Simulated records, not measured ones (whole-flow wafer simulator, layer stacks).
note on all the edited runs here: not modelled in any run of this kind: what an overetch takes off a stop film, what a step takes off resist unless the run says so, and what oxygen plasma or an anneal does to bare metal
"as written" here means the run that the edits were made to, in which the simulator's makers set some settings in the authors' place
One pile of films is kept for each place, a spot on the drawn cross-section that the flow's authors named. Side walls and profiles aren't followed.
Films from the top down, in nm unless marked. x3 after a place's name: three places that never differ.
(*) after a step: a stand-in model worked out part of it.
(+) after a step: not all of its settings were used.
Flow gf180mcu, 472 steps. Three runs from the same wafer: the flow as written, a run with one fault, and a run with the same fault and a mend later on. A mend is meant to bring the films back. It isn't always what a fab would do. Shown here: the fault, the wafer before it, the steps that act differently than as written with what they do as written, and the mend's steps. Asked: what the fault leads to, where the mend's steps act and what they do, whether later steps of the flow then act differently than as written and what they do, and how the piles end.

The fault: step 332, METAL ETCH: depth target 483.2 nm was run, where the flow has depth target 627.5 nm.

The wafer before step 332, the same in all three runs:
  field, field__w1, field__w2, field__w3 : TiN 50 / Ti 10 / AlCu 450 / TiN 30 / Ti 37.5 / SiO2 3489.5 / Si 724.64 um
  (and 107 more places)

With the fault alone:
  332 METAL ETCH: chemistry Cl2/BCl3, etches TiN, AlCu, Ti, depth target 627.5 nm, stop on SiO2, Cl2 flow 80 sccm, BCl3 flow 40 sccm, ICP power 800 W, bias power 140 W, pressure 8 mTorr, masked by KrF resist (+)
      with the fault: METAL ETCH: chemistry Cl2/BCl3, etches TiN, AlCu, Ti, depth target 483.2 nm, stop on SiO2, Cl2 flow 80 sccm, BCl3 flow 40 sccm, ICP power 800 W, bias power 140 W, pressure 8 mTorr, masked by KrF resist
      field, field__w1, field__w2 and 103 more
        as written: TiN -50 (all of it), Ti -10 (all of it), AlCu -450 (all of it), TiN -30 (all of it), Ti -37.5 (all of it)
        with the fault: TiN -50 (all of it), Ti -10 (all of it), AlCu -423.2
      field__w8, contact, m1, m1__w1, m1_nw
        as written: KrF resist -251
        with the fault: KrF resist -193.3
  Later steps of the flow that act differently than as written:
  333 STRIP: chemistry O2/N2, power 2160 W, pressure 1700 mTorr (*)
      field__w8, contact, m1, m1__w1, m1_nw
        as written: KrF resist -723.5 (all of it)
        with the fault: KrF resist -781.2 (all of it)
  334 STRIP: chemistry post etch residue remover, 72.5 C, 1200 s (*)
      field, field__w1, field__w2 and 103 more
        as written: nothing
        with the fault: AlCu -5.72
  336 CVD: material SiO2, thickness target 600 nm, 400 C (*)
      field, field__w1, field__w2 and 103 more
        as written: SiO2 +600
        with the fault: SiO2 +600 (new film)
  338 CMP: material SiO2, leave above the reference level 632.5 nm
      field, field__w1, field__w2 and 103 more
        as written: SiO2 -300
        with the fault: SiO2 -388.6
  At the end the piles differ from the flow's by more than 2% or 0.5 nm, whichever is larger, at field, field__w1, field__w2 and 104 more.
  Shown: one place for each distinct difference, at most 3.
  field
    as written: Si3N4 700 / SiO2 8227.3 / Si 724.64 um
    with the fault: Si3N4 700 / SiO2 4649.2 / AlCu 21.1 / TiN 30 / Ti 37.5 / SiO2 3489.5 / Si 724.64 um
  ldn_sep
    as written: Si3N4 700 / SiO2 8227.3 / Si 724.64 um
    with the fault: Si3N4 700 / SiO2 4649.2 / AlCu 21.1 / TiN 30 / Ti 37.5 / SiO2 3489.4 / Si 724.64 um
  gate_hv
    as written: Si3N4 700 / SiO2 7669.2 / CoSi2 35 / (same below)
    with the fault: Si3N4 700 / SiO2 4649.2 / AlCu 21.1 / TiN 30 / Ti 37.5 / SiO2 2931.3 / CoSi2 35 / (same below)

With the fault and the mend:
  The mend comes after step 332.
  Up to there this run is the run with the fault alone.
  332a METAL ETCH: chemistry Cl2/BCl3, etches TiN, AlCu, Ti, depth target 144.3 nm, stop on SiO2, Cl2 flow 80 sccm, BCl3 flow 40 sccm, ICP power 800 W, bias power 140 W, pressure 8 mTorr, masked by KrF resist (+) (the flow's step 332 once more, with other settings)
      field, field__w1, field__w2 and 103 more
        AlCu -26.8 (all of it), TiN -30 (all of it), Ti -37.5 (all of it)
      field__w8, contact, m1, m1__w1, m1_nw
        KrF resist -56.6
  No later step of the flow acts differently than as written, at any place that is followed, by more than 2% or 0.5 nm, whichever is larger.
  At the end the piles are the same as the flow's at every place that both follow.
